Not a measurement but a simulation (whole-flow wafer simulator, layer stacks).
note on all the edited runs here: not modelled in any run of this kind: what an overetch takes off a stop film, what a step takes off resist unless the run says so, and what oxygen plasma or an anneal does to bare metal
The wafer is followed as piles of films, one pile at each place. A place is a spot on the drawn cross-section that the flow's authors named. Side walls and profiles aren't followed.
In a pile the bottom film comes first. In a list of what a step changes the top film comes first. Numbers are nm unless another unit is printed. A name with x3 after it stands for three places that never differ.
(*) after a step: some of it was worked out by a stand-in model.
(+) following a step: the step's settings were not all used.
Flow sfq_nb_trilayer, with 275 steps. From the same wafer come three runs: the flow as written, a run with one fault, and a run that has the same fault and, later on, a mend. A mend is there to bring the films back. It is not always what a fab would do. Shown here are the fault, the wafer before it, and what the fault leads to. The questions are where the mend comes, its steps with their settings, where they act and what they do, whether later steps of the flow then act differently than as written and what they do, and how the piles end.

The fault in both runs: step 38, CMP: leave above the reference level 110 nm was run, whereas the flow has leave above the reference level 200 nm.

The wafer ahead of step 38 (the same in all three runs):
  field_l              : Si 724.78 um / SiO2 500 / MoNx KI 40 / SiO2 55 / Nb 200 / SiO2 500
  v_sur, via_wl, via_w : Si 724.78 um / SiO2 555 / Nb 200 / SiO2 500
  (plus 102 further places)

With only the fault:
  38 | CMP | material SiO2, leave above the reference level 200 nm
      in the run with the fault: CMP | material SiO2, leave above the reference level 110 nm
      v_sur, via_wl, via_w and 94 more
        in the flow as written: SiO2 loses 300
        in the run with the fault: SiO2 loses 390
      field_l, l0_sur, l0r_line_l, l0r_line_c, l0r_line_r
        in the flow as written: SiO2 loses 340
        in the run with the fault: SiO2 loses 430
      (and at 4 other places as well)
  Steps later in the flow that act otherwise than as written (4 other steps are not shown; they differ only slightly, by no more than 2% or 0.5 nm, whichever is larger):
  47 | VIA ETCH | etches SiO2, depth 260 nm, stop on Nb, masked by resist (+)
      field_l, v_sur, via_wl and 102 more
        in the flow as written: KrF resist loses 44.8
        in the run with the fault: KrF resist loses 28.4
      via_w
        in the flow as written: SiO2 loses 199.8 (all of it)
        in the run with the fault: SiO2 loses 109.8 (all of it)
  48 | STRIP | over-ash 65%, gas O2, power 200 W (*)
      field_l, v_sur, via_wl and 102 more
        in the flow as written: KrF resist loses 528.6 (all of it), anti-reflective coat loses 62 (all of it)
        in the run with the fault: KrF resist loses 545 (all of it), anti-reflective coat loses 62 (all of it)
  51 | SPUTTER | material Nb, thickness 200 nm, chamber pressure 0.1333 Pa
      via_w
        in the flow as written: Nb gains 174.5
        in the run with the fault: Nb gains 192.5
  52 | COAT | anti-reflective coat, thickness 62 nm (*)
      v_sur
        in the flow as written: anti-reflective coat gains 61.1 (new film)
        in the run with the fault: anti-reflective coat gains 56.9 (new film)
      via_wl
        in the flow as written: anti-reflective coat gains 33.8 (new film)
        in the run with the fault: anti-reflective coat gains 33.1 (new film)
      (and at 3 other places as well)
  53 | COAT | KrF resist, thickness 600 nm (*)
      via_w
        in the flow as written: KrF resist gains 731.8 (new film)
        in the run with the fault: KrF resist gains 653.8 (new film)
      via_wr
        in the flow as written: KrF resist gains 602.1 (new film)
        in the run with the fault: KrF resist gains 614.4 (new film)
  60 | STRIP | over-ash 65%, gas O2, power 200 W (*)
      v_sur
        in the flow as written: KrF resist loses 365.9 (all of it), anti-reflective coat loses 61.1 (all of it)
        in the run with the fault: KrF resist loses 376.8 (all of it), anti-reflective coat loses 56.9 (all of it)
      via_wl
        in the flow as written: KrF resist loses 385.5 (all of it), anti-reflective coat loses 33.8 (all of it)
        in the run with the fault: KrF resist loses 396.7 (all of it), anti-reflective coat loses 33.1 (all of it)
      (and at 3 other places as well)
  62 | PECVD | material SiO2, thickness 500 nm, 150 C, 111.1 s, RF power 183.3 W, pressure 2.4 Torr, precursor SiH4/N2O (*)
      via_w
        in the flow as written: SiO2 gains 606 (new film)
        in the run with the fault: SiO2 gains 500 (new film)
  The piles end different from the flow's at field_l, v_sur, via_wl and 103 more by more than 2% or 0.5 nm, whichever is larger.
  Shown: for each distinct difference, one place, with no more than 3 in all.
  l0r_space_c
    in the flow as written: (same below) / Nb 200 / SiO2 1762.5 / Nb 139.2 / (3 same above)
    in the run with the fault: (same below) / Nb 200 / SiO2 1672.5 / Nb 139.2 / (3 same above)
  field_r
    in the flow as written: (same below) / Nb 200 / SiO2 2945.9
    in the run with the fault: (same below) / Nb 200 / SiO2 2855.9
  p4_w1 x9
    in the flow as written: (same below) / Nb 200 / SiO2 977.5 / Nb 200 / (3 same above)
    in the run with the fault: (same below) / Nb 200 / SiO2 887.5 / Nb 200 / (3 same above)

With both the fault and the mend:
  After step 39 comes the mend.
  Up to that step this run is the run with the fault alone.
  39a | PECVD | material SiO2, thickness 90 nm, 150 C, 20 s, RF power 183.3 W, pressure 2.4 Torr, precursor SiH4/N2O (a further turn of the flow's step 37, with different settings)
      field_l, v_sur, via_wl and 103 more
        SiO2 gains 90
  Later steps of the flow that are run all act as written at every place that is followed, up to a difference of at most 2% or 0.5 nm, whichever is larger.
  When the end is reached, the piles differ only a little from the flow's at the places that both follow, at most by 2% or 0.5 nm, whichever is larger.
